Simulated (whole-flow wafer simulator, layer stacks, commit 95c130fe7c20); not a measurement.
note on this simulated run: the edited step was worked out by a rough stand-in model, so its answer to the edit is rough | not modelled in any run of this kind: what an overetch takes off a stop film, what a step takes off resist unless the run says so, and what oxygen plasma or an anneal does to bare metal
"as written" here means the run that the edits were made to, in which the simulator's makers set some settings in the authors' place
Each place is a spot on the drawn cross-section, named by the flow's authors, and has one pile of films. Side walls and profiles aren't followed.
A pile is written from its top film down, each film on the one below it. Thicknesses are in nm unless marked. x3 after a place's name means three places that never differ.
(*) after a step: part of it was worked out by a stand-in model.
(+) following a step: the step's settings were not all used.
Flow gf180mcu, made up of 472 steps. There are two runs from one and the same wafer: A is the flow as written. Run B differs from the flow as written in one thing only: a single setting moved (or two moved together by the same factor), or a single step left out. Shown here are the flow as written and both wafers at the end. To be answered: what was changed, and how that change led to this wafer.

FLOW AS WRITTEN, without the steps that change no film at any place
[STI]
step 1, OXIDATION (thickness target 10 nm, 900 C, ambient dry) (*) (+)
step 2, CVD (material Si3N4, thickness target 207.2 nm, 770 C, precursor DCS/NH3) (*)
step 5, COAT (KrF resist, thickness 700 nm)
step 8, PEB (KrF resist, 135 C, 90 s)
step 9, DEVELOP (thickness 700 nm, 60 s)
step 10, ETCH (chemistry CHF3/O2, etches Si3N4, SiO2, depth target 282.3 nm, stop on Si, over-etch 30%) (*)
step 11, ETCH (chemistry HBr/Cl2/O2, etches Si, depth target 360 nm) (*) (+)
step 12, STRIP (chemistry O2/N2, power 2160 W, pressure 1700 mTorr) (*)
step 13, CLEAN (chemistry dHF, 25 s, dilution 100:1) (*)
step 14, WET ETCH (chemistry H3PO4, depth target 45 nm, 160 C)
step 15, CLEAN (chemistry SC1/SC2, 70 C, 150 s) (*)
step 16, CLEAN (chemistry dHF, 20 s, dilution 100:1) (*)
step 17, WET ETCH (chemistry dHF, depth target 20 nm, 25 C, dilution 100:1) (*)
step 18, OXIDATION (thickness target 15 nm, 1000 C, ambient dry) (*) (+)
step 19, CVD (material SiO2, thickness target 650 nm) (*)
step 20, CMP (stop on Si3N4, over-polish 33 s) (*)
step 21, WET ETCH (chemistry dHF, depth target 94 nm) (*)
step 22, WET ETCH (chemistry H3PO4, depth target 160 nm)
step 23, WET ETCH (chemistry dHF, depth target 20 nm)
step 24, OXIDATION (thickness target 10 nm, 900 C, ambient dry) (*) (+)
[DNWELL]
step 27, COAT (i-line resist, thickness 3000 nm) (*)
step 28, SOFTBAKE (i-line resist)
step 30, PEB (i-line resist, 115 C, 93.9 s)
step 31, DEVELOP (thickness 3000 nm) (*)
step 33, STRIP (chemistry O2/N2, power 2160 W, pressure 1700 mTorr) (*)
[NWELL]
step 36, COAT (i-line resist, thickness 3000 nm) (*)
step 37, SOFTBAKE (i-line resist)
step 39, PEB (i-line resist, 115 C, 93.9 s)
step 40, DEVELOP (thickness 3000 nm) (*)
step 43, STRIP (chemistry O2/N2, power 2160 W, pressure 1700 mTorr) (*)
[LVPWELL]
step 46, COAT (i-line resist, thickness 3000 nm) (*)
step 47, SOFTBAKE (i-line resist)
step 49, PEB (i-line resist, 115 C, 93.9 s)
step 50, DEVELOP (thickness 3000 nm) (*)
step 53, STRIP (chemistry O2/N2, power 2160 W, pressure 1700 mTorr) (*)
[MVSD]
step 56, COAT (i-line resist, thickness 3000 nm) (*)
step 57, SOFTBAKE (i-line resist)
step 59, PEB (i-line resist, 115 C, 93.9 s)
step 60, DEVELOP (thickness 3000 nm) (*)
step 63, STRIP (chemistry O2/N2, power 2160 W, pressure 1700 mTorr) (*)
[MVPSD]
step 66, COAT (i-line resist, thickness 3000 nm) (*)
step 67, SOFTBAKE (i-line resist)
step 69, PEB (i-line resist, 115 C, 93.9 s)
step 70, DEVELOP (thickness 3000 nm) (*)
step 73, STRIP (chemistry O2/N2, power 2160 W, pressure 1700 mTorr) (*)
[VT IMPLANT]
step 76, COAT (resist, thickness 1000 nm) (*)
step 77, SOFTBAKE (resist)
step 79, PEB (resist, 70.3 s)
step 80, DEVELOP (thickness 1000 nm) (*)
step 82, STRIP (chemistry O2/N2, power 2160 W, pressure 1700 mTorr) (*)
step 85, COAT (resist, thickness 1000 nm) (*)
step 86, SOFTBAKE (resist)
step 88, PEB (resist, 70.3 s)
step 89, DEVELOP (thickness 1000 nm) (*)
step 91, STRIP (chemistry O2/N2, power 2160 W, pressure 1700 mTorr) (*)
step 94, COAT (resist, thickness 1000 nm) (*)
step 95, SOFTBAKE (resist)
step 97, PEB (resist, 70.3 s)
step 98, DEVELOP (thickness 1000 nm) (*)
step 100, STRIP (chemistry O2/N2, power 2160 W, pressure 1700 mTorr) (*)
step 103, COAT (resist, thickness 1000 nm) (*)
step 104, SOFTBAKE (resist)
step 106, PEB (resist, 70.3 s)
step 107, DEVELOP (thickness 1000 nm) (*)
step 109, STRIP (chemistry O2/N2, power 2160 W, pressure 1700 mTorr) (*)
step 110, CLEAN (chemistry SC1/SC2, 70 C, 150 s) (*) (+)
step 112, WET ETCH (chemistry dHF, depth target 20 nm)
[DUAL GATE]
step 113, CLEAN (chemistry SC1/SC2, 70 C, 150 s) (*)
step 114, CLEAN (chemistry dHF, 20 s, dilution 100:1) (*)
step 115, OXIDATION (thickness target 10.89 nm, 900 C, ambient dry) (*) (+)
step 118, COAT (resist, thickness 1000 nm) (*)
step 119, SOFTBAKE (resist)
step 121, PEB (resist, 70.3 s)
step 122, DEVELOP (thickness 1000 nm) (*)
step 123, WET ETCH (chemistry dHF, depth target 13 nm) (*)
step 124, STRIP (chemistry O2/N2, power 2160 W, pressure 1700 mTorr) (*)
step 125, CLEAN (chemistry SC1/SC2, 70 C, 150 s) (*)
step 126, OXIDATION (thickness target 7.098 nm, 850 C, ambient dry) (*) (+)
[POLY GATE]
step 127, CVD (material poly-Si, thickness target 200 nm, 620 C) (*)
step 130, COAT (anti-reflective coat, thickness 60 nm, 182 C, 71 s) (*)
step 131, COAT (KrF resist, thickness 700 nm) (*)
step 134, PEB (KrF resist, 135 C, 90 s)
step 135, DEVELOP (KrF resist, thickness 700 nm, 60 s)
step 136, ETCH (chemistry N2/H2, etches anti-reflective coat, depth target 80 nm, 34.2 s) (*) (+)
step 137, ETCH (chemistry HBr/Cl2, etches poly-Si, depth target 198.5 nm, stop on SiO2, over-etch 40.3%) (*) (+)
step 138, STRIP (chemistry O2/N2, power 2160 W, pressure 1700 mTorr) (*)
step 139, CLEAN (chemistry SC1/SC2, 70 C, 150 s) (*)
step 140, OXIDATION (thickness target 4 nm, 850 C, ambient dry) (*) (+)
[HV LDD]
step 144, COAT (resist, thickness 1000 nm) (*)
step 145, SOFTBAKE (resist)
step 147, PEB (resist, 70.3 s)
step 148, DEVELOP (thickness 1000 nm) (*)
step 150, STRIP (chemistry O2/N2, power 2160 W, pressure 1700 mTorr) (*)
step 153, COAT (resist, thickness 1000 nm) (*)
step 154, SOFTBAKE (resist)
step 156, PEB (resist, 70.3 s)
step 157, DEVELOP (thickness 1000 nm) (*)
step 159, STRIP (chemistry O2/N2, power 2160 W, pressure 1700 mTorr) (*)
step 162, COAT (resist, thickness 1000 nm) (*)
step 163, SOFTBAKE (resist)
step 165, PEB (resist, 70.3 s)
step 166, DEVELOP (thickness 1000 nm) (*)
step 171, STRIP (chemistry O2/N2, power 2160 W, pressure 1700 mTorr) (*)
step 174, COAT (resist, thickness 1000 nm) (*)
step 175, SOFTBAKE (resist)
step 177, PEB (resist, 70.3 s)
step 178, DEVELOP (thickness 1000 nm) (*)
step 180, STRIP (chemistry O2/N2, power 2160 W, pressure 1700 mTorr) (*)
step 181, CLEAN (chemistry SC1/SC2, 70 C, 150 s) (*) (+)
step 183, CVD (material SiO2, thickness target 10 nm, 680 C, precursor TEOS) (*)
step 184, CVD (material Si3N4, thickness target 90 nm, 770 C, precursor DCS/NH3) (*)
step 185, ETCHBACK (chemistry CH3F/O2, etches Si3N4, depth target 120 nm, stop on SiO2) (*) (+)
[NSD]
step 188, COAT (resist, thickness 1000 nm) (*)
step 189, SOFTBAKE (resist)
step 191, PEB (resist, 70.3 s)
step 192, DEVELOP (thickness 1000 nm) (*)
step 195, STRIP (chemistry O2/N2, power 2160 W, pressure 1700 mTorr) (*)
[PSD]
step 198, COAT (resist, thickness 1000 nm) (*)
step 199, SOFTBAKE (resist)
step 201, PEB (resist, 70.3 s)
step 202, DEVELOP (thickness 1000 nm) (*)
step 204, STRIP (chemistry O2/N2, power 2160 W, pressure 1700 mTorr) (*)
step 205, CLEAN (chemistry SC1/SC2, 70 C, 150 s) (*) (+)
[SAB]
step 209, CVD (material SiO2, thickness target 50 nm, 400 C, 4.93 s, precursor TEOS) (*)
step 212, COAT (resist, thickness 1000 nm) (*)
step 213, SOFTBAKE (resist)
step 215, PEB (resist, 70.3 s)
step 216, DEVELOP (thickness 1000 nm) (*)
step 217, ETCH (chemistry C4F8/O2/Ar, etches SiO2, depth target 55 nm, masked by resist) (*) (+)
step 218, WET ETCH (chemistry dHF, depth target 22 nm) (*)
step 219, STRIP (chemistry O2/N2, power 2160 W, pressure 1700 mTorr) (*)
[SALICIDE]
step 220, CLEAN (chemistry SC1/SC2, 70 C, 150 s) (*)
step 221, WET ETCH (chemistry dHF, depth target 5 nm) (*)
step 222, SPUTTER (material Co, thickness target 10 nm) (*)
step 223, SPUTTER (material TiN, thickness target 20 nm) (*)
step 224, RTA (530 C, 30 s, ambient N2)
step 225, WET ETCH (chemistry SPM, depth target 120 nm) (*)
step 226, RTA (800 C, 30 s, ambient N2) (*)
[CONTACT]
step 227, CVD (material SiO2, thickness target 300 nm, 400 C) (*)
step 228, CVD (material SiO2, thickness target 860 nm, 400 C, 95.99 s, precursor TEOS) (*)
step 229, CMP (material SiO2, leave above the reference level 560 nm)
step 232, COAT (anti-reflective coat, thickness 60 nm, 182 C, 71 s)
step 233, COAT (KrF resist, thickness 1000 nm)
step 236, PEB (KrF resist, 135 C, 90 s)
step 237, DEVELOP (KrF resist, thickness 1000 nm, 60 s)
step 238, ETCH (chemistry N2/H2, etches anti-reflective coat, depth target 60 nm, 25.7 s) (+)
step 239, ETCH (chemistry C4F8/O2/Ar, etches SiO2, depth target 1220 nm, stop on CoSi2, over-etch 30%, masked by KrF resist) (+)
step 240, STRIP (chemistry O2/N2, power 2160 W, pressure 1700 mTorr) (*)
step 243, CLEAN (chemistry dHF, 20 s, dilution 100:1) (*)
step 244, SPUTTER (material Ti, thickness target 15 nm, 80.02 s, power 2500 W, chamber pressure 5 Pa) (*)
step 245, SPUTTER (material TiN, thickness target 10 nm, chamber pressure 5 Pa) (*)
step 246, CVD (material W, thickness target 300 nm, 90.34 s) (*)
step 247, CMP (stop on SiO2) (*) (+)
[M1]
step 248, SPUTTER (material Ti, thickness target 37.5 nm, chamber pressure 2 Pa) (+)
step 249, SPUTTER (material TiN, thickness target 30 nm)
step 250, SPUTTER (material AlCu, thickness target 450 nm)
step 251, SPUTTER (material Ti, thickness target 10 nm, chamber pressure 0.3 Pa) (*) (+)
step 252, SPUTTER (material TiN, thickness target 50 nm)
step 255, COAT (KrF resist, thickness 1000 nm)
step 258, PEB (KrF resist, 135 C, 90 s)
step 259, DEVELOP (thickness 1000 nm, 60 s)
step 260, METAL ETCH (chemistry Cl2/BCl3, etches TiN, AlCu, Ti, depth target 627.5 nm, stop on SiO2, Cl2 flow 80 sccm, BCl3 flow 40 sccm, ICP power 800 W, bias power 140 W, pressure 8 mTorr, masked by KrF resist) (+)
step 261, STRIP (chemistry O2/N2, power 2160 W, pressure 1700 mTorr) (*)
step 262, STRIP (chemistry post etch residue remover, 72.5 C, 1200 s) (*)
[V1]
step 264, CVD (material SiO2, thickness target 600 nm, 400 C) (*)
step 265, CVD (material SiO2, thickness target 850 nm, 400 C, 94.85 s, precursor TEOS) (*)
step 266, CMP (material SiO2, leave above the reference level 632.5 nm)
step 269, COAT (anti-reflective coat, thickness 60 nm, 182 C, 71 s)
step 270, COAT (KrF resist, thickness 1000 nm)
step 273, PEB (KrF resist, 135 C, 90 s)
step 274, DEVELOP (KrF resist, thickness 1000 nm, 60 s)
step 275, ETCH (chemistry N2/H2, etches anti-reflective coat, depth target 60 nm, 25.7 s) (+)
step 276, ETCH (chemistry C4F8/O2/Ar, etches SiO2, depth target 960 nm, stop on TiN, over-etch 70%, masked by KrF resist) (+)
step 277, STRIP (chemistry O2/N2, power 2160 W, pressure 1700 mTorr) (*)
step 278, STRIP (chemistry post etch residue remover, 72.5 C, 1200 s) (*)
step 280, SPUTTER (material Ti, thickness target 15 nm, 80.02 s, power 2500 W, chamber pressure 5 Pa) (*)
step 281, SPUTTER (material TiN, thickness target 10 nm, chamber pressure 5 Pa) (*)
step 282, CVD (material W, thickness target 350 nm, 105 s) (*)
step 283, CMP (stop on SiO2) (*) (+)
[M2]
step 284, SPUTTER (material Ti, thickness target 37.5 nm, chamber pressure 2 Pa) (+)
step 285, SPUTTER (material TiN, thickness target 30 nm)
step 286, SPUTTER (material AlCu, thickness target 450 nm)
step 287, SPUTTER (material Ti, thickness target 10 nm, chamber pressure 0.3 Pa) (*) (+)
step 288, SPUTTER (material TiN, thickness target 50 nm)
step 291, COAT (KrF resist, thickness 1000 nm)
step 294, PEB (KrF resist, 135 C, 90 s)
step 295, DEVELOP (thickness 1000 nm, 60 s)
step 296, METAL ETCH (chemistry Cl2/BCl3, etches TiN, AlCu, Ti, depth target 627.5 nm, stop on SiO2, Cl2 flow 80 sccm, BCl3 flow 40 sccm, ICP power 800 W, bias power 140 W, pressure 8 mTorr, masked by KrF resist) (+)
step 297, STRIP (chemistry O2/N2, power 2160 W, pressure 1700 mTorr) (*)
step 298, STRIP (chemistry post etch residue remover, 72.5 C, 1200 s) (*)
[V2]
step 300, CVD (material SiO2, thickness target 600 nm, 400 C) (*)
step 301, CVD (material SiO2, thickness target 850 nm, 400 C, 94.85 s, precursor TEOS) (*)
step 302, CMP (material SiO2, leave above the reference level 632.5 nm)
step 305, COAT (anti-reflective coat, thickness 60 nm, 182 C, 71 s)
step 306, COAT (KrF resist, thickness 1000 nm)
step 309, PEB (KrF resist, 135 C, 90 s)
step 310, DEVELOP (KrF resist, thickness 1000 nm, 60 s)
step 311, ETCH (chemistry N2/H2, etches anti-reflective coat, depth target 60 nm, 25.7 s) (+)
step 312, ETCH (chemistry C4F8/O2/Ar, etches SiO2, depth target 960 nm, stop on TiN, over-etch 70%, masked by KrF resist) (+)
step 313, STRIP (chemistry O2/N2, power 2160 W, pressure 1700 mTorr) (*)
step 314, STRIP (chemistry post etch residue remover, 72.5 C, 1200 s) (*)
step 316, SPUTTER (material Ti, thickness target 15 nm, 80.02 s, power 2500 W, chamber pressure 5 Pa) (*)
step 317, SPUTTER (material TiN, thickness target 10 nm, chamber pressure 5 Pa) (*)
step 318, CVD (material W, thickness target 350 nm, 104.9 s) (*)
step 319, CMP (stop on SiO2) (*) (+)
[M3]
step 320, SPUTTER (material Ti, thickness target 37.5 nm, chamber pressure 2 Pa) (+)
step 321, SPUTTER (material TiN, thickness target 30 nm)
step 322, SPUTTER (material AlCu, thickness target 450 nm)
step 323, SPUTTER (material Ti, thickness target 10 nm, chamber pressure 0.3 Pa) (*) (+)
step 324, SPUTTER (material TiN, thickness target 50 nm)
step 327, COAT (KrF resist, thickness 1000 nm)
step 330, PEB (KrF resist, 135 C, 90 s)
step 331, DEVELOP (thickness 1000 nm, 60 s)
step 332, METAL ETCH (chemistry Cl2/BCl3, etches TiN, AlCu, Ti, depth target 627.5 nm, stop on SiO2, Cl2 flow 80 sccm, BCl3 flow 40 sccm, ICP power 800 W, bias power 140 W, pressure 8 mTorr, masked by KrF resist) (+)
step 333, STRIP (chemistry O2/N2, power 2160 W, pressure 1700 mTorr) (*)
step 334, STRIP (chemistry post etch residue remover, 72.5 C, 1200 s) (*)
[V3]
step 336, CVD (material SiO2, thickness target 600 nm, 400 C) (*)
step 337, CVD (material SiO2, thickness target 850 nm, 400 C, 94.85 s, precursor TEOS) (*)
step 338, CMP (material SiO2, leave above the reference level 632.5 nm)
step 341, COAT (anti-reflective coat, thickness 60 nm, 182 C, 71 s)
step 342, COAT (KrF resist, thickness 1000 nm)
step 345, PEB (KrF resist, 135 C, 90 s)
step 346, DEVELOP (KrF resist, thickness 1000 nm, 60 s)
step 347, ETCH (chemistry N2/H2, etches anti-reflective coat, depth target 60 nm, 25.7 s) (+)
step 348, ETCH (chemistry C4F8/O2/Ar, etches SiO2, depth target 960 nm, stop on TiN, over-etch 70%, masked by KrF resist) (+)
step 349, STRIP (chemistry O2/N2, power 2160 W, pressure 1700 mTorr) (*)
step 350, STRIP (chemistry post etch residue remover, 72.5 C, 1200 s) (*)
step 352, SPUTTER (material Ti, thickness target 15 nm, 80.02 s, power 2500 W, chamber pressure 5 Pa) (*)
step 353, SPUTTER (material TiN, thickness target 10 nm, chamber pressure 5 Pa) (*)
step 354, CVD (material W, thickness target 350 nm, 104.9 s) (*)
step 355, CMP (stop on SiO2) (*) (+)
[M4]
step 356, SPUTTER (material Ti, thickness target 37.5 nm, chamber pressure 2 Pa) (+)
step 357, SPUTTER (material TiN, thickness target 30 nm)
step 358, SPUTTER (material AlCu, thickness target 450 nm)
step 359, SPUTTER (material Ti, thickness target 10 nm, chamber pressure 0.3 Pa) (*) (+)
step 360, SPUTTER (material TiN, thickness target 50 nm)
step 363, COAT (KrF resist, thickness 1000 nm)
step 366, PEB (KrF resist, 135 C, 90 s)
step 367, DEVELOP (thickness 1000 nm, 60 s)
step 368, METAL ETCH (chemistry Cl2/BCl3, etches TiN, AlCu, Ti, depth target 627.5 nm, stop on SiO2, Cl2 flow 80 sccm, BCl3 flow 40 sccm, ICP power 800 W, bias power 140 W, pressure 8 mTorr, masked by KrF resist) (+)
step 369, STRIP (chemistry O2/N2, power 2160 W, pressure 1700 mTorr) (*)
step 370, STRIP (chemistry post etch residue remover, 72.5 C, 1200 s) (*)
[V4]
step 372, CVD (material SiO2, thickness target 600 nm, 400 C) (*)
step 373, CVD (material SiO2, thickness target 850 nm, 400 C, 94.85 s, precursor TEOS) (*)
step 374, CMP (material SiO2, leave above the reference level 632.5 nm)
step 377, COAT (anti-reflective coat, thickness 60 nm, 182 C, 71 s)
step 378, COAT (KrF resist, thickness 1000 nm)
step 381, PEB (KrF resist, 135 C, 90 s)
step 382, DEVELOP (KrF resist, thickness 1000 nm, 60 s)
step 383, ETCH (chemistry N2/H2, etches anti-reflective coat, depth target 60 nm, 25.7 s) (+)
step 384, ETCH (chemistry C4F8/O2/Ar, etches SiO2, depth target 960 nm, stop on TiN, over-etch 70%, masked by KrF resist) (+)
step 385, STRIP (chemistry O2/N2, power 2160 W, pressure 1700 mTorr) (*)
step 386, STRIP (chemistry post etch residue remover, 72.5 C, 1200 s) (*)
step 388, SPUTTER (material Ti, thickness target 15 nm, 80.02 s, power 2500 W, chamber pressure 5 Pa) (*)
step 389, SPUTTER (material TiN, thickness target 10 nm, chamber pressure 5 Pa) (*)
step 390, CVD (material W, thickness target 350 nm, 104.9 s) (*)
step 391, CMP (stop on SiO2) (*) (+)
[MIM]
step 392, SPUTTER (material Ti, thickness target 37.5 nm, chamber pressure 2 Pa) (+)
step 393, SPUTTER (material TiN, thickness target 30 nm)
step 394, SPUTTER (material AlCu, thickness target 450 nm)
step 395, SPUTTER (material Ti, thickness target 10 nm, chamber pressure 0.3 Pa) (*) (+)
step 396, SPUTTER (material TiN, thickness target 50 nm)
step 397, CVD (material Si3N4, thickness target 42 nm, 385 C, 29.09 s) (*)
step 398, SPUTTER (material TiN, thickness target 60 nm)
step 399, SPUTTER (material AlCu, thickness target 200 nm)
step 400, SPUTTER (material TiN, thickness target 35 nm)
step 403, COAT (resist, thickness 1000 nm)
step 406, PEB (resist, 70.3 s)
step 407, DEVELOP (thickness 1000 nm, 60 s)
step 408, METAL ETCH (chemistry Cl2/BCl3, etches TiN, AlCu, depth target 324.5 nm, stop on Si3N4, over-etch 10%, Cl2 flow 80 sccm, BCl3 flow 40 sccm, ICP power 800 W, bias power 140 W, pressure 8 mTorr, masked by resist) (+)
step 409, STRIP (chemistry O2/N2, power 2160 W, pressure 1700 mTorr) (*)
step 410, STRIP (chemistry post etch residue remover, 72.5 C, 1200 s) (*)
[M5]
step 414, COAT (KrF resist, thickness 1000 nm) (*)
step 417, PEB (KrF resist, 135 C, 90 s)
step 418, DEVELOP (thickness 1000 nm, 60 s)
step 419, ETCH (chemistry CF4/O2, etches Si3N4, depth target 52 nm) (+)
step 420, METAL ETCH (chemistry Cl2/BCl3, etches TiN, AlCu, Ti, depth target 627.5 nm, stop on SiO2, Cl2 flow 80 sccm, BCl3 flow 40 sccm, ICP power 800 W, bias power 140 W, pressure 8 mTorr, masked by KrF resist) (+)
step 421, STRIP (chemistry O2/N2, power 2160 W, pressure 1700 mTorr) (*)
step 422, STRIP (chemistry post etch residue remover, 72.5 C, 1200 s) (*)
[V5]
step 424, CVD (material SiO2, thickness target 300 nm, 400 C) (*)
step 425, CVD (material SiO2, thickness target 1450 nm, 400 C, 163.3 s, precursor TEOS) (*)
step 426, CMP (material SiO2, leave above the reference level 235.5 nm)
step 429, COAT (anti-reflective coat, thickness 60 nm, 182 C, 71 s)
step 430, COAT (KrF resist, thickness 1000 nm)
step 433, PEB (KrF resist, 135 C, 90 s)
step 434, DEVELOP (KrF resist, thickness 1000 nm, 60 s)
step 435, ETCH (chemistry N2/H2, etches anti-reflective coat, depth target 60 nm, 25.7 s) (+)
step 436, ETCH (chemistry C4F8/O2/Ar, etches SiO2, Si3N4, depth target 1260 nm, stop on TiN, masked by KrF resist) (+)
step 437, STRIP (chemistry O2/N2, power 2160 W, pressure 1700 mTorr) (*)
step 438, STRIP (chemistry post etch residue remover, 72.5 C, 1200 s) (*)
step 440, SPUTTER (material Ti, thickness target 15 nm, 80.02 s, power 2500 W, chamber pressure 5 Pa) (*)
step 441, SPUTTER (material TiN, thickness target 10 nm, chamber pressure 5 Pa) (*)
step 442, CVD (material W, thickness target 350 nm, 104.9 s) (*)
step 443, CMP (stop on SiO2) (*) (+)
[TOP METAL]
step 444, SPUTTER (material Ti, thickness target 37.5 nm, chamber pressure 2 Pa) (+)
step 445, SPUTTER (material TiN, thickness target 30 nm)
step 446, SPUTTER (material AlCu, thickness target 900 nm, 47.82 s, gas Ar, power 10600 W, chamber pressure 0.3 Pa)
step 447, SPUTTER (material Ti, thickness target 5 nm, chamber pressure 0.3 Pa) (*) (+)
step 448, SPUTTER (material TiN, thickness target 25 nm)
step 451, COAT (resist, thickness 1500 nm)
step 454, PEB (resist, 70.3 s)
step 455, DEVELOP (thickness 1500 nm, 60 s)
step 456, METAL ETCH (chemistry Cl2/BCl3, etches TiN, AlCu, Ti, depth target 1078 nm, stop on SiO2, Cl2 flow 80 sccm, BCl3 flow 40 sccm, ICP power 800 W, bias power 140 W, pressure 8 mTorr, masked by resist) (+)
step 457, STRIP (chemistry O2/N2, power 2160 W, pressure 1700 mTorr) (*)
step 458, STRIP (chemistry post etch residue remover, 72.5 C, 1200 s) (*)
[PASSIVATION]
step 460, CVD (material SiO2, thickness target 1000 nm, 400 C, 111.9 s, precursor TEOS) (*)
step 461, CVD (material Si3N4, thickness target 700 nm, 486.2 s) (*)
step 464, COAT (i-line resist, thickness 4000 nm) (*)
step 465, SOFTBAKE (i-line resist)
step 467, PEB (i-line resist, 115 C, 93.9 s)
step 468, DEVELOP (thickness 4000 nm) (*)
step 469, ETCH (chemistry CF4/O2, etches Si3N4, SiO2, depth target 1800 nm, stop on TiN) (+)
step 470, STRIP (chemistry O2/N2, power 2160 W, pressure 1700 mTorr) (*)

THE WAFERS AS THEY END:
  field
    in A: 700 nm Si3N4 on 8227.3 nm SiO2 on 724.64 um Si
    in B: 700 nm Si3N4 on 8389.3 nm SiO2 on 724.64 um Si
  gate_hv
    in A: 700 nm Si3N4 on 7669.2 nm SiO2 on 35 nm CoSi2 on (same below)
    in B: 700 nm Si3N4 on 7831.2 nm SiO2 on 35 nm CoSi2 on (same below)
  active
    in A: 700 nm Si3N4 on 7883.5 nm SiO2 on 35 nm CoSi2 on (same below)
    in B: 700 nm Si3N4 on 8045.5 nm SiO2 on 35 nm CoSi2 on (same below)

Cause: step 424, CVD: thickness target 462 nm was run, while the flow as written has thickness target 300 nm.

The path from the change to this, step by step:
  step 424, CVD (material SiO2, thickness target 300 nm, 400 C) (*)
      field, field__w1, field__w2 and 101 more: A +300 SiO2 | B +462 SiO2
      field__w4, field__w8, contact, m1, m1__w1, mim, mim_1p0, m1_nw: A +300 SiO2 (new film) | B +462 SiO2 (new film)
  step 436, ETCH (chemistry C4F8/O2/Ar, etches SiO2, Si3N4, depth target 1260 nm, stop on TiN, masked by KrF resist) (+)
      contact: A -829.9 SiO2 (all of it), -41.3 Si3N4 (all of it) | B -991.9 SiO2 (all of it), -41.3 Si3N4 (all of it)
  step 440, SPUTTER (material Ti, thickness target 15 nm, 80.02 s, power 2500 W, chamber pressure 5 Pa) (*)
      contact: A +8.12 Ti (new film) | B +7.41 Ti (new film)
  step 442, CVD (material W, thickness target 350 nm, 104.9 s) (*)
      contact: A +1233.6 W (new film) | B +1396.8 W (new film)
